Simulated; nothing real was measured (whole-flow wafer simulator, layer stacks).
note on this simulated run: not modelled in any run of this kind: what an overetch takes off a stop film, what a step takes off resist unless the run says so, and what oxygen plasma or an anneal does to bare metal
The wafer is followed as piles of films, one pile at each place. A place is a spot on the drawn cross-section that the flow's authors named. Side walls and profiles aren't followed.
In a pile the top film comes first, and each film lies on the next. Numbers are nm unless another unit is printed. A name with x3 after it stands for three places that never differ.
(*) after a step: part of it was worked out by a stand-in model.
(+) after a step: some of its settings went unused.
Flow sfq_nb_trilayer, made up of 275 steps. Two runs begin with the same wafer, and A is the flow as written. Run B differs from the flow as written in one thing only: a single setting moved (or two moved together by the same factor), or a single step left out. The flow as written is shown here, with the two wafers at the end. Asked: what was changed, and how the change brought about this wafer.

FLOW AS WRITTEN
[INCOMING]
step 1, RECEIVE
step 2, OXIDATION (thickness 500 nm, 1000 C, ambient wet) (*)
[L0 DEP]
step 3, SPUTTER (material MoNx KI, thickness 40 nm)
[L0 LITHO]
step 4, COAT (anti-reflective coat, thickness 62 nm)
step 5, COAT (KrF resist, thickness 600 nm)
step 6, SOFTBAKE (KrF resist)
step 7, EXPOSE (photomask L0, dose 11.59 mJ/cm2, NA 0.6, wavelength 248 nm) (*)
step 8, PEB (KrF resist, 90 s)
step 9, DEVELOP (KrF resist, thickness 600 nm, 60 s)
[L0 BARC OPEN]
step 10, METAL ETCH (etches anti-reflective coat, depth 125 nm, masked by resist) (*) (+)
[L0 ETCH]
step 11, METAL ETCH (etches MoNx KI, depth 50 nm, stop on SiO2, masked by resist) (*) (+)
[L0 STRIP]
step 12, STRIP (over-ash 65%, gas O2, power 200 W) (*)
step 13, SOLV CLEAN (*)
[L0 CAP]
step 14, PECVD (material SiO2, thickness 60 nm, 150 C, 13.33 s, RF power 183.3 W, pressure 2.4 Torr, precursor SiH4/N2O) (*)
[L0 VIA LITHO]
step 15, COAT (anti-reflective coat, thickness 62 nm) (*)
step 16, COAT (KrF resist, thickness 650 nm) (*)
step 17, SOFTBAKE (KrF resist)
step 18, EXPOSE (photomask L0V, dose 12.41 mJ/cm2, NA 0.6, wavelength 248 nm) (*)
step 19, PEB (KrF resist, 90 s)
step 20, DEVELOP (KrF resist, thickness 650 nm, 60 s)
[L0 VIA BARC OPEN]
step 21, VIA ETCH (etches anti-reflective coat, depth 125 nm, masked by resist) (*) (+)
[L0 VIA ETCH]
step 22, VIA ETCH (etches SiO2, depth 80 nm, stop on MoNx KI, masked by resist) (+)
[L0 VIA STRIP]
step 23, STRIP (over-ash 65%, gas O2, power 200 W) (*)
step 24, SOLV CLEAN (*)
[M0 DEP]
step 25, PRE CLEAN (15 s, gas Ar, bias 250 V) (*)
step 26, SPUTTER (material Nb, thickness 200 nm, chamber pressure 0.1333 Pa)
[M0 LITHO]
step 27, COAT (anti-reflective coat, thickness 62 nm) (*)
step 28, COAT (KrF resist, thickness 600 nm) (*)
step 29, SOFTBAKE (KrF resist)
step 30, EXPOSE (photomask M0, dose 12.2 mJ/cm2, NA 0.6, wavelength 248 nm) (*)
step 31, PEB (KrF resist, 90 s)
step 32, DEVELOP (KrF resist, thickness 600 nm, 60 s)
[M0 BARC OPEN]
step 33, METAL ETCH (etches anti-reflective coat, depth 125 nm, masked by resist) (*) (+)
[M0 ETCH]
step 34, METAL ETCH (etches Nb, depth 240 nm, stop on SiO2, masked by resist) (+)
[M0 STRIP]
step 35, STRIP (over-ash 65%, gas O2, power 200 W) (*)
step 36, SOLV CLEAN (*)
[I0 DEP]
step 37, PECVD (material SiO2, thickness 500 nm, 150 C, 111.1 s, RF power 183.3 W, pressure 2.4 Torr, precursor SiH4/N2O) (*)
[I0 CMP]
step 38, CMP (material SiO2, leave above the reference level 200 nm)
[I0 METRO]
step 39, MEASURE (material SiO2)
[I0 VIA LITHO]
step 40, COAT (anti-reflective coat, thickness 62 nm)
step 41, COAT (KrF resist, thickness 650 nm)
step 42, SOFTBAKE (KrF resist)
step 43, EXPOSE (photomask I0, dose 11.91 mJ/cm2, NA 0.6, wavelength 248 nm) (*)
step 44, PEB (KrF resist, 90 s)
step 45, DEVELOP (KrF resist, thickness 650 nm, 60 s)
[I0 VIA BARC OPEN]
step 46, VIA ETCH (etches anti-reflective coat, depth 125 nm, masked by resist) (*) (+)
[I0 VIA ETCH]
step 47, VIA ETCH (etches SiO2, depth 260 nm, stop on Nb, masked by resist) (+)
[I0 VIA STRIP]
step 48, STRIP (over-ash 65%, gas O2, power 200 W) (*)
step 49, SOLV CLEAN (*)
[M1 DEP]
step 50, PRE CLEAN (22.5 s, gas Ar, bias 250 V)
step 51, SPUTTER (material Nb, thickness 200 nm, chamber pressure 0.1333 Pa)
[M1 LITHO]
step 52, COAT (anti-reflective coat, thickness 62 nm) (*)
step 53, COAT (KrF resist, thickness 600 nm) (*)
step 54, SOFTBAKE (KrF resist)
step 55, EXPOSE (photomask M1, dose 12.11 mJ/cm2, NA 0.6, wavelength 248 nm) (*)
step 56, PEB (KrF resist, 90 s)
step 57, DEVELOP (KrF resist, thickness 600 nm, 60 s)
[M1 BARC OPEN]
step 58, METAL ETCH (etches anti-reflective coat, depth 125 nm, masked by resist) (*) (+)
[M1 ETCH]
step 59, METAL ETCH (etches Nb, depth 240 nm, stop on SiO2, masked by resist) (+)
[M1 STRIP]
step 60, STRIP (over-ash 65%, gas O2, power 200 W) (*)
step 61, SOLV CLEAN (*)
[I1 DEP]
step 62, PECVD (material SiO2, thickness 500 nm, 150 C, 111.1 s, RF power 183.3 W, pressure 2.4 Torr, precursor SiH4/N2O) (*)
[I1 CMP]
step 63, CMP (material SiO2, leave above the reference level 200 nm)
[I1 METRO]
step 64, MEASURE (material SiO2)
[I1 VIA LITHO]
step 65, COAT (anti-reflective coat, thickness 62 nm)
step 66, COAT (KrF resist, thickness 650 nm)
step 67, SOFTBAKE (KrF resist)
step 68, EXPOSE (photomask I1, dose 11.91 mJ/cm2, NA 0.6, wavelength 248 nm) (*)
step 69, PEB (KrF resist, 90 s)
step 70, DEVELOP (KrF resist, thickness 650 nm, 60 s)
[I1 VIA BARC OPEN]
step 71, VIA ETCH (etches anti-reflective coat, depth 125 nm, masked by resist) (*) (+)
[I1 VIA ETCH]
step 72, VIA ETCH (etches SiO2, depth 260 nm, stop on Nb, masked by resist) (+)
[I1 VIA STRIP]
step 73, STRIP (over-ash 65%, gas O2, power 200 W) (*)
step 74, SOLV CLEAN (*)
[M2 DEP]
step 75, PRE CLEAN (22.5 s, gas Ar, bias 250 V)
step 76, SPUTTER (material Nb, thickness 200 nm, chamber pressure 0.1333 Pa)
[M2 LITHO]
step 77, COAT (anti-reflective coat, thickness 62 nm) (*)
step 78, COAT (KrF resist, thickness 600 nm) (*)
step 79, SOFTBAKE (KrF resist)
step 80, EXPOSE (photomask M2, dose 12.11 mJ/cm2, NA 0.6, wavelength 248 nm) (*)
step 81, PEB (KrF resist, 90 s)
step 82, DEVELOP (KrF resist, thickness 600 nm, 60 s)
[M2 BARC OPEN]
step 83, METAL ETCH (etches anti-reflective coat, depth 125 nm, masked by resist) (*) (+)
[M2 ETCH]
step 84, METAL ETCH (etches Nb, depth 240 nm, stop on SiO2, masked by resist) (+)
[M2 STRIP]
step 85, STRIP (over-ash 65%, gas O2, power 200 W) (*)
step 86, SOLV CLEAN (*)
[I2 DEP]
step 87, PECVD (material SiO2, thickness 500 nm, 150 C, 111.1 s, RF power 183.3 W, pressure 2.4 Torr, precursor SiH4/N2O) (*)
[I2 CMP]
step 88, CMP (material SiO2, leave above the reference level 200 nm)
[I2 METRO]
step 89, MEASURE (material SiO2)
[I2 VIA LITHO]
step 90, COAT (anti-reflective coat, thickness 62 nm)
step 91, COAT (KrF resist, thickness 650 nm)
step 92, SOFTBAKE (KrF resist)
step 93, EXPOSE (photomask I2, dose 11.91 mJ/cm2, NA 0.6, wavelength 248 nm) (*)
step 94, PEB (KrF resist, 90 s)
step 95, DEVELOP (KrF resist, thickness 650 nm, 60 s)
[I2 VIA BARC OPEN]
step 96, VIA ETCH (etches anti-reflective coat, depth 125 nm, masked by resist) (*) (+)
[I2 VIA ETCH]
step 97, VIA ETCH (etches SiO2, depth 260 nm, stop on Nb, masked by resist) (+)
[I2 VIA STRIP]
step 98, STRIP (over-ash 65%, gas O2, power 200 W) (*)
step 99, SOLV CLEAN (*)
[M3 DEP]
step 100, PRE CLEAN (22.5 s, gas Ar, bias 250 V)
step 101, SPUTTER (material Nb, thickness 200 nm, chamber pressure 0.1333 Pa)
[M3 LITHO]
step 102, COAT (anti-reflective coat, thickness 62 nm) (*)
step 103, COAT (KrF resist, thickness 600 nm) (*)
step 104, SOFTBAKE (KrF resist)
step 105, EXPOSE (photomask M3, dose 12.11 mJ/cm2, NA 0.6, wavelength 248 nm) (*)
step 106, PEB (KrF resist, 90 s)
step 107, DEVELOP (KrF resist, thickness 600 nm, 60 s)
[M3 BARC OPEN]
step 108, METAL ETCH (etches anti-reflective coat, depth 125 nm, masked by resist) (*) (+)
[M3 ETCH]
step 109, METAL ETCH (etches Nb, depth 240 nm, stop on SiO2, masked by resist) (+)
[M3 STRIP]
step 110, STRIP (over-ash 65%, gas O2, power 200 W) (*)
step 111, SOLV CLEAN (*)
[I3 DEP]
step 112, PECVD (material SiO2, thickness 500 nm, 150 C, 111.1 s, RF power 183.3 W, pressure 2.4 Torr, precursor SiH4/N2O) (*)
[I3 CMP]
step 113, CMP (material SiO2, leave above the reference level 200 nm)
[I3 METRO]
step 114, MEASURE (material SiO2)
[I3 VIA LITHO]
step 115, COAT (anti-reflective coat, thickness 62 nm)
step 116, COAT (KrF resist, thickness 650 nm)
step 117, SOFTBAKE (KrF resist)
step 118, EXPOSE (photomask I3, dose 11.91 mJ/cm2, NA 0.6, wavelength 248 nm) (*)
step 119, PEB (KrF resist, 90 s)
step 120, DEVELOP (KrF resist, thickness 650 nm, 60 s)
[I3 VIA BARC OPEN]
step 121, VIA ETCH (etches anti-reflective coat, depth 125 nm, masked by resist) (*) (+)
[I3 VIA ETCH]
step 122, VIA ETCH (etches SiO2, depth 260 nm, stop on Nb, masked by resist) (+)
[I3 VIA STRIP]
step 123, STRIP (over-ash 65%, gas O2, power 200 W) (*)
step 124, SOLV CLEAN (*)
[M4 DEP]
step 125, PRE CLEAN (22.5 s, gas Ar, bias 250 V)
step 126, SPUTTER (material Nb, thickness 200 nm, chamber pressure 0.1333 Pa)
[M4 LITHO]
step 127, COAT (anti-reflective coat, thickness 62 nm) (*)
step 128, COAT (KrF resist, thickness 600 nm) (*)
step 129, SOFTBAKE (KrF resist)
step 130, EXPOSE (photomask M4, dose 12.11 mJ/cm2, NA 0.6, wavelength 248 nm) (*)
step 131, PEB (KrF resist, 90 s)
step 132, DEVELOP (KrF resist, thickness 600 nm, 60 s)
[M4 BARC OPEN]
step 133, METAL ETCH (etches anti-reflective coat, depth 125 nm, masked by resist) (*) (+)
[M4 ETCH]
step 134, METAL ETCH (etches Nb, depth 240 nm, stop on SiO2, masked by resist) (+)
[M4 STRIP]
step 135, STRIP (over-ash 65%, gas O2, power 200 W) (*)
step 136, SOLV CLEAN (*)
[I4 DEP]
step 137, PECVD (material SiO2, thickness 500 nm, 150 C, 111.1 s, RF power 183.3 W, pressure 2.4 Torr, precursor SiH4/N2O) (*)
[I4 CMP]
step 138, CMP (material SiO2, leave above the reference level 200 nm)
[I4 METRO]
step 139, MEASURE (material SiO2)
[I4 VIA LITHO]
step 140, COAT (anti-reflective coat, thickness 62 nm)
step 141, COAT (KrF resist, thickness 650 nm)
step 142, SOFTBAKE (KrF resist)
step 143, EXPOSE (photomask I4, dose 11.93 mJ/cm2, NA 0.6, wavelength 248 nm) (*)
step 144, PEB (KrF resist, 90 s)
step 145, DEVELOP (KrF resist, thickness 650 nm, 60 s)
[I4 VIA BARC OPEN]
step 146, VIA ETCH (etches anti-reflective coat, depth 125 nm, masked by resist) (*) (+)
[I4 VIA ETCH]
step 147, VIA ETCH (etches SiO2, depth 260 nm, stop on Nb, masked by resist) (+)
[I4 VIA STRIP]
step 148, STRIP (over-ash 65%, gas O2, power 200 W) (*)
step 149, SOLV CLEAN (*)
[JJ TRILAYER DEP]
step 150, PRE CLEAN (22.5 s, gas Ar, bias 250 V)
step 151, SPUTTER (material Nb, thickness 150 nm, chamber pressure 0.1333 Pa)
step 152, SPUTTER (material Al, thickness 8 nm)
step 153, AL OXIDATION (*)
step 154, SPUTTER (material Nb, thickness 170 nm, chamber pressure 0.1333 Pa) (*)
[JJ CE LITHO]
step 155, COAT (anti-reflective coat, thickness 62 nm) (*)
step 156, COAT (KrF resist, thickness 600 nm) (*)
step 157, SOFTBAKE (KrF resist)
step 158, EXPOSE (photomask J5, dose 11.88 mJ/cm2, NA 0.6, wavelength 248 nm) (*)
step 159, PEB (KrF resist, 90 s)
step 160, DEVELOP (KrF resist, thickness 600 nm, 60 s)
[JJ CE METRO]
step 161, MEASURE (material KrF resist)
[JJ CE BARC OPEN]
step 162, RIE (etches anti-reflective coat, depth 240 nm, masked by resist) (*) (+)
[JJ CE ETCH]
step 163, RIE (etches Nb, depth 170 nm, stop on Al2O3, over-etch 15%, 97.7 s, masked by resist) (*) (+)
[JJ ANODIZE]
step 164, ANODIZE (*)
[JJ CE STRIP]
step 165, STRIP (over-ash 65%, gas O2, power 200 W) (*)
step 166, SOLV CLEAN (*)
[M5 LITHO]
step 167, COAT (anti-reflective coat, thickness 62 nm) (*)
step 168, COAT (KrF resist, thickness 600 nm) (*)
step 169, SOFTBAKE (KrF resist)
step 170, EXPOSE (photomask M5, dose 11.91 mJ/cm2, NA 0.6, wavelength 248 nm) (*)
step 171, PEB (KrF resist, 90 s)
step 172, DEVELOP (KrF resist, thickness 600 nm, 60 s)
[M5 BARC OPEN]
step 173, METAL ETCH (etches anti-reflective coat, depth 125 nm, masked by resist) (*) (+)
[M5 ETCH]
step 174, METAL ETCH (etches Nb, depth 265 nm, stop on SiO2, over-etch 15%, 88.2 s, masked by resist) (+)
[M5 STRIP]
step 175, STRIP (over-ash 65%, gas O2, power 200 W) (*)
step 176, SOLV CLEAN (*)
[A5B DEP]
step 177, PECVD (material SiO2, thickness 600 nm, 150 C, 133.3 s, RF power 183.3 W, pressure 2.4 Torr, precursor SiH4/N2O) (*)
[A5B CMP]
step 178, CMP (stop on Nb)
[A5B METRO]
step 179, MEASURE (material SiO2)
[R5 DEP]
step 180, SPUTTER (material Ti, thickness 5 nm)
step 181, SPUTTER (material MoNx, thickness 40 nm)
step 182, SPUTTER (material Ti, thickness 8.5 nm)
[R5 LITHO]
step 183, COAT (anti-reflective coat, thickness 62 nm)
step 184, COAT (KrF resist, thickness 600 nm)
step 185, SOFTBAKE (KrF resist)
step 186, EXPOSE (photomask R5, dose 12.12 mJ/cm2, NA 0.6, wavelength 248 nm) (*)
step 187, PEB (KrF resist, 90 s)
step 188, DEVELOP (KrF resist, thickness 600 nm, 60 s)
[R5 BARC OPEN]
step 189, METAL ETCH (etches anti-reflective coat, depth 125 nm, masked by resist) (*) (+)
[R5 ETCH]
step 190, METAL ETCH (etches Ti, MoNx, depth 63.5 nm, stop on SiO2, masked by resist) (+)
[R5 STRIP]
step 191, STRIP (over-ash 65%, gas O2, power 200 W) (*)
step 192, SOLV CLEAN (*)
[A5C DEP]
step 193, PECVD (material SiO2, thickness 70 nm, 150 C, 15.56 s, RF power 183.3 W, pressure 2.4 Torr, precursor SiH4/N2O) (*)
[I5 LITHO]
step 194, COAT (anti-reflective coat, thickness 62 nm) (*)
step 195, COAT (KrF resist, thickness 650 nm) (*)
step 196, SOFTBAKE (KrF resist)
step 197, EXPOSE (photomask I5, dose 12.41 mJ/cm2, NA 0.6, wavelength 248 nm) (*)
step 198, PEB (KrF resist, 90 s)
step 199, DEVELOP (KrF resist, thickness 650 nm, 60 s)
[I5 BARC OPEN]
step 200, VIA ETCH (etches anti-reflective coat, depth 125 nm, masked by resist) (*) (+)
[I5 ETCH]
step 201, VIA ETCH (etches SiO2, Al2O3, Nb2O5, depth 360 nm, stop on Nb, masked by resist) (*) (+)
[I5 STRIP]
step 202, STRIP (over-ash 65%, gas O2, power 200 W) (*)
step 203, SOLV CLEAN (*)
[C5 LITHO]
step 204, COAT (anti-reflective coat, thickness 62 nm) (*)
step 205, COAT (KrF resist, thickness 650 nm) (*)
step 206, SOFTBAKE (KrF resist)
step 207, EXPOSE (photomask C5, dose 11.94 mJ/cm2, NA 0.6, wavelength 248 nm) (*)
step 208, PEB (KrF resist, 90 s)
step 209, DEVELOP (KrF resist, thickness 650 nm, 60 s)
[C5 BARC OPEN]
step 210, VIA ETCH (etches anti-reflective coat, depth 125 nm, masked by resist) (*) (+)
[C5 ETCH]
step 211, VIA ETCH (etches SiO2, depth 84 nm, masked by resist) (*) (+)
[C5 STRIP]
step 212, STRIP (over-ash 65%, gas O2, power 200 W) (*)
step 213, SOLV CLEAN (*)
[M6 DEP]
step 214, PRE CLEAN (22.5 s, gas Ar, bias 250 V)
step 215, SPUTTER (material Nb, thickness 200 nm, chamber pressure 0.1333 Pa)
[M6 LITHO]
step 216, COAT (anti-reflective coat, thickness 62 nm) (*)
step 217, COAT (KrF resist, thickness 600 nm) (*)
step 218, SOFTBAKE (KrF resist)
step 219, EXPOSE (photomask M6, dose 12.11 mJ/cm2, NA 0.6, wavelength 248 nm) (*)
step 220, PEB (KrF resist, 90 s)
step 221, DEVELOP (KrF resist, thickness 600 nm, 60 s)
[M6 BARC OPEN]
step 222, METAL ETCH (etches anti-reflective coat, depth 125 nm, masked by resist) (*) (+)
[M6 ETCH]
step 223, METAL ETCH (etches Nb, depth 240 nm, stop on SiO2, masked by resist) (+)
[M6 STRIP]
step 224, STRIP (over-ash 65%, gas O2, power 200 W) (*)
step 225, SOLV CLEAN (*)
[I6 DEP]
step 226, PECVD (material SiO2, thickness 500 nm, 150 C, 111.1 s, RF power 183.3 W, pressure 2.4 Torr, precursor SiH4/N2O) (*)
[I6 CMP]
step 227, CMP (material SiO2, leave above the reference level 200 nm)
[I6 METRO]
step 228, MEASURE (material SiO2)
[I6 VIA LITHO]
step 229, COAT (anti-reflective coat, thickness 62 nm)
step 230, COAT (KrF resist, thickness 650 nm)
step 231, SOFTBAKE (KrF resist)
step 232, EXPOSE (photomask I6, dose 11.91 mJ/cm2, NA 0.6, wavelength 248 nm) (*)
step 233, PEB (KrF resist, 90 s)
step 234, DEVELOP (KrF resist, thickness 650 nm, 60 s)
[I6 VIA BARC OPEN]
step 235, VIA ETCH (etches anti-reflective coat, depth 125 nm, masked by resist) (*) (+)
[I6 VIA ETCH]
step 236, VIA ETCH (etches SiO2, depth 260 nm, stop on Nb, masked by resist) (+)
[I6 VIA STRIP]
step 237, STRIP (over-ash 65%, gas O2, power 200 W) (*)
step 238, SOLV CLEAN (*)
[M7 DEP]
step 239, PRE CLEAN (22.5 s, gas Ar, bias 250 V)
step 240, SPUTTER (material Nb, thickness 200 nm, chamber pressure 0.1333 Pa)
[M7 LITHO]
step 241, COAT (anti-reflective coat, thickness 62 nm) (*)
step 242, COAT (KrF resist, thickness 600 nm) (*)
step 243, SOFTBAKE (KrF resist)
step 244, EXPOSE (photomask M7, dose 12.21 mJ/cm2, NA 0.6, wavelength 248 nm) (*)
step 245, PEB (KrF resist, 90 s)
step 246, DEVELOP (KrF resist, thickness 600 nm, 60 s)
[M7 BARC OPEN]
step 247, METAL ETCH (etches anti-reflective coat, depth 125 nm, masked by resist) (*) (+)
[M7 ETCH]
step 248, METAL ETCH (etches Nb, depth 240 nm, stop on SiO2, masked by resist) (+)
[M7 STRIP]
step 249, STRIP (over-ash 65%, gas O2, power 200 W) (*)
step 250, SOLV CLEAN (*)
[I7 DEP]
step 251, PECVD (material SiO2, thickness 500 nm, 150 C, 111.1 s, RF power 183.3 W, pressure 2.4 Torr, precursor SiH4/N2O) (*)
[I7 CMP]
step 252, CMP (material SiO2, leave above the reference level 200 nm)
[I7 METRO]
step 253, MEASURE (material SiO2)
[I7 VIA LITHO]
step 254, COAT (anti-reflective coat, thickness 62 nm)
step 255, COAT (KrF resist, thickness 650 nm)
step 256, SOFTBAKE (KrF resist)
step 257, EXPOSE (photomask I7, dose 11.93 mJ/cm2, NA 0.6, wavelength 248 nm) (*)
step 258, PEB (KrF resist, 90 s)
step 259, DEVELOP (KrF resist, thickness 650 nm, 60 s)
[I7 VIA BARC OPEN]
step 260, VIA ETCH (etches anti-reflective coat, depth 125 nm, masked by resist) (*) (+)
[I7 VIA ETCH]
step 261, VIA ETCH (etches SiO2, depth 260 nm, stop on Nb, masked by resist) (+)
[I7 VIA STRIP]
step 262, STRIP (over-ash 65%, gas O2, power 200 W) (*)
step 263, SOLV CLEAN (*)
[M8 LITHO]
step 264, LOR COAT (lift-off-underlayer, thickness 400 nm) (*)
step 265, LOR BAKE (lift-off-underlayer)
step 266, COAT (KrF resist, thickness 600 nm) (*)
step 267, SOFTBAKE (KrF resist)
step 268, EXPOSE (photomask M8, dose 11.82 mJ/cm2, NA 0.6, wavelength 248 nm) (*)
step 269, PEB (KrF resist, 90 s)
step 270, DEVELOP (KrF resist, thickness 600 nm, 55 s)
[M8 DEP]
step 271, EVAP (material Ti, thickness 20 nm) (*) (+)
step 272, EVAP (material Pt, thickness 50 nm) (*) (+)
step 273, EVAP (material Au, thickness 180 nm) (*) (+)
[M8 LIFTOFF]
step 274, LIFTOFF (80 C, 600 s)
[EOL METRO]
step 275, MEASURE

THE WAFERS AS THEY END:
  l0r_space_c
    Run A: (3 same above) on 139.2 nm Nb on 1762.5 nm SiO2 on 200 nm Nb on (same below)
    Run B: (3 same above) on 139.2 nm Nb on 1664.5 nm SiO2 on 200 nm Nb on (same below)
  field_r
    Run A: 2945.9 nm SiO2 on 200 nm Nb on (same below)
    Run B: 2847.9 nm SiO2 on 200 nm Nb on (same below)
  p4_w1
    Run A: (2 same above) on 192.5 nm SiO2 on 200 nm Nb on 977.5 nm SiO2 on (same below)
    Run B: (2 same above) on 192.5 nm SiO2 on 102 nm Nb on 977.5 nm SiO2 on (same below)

What caused this: step 101, SPUTTER: thickness 102 nm was run, while the flow as written has thickness 200 nm.
The wafer lets one read it off: p4_w1 has Nb 102, and step 101 as written asks for 200 nm.

How this came from the change, step by step:
  step 101, SPUTTER (material Nb, thickness 200 nm, chamber pressure 0.1333 Pa)
      field_l, v_sur, via_wl and 102 more: A +200 Nb (new film) | B +102 Nb (new film)
      via_w: A +165.5 Nb | B +84.1 Nb
  step 102, COAT (anti-reflective coat, thickness 62 nm) (*)
      via_wl, via_wr: A +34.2 anti-reflective coat (new film) | B +32.9 anti-reflective coat (new film)
      via_w: A +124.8 anti-reflective coat (new film) | B +120 anti-reflective coat (new film)
  step 109, METAL ETCH (etches Nb, depth 240 nm, stop on SiO2, masked by resist) (+)
      field_l, be, be_sur and 72 more: A -200 Nb (all of it) | B -102 Nb (all of it)
      v_sur, via_wl, via_w and 28 more: A -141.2 KrF resist | B -90 KrF resist
  step 110, STRIP (over-ash 65%, gas O2, power 200 W) (*)
      p4_w1, p4_w2, p4_w3 and 21 more: A -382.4 KrF resist (all of it), -62 anti-reflective coat (all of it) | B -433.6 KrF resist (all of it), -62 anti-reflective coat (all of it)
      v_sur: A -365.3 KrF resist (all of it), -61.1 anti-reflective coat (all of it) | B -417.5 KrF resist (all of it), -60.8 anti-reflective coat (all of it)
      (as well as at 6 more places)
  step 112, PECVD (material SiO2, thickness 500 nm, 150 C, 111.1 s, RF power 183.3 W, pressure 2.4 Torr, precursor SiH4/N2O) (*)
      p4_g1, p4_g2, p3_s0, p3_s1, p3_s2, p3_s3, p3_s4, p3_s5: A +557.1 SiO2 | B +500 SiO2
      via_w: A +615 SiO2 (new film) | B +587.8 SiO2 (new film)
  step 113, CMP (material SiO2, leave above the reference level 200 nm)
      field_l, be, be_sur and 64 more: A -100 SiO2 | B -198 SiO2
      p4_g1, p4_g2, p3_s0, p3_s1, p3_s2, p3_s3, p3_s4, p3_s5: A -157.1 SiO2 | B -198 SiO2
      (as well as at 1 more place)
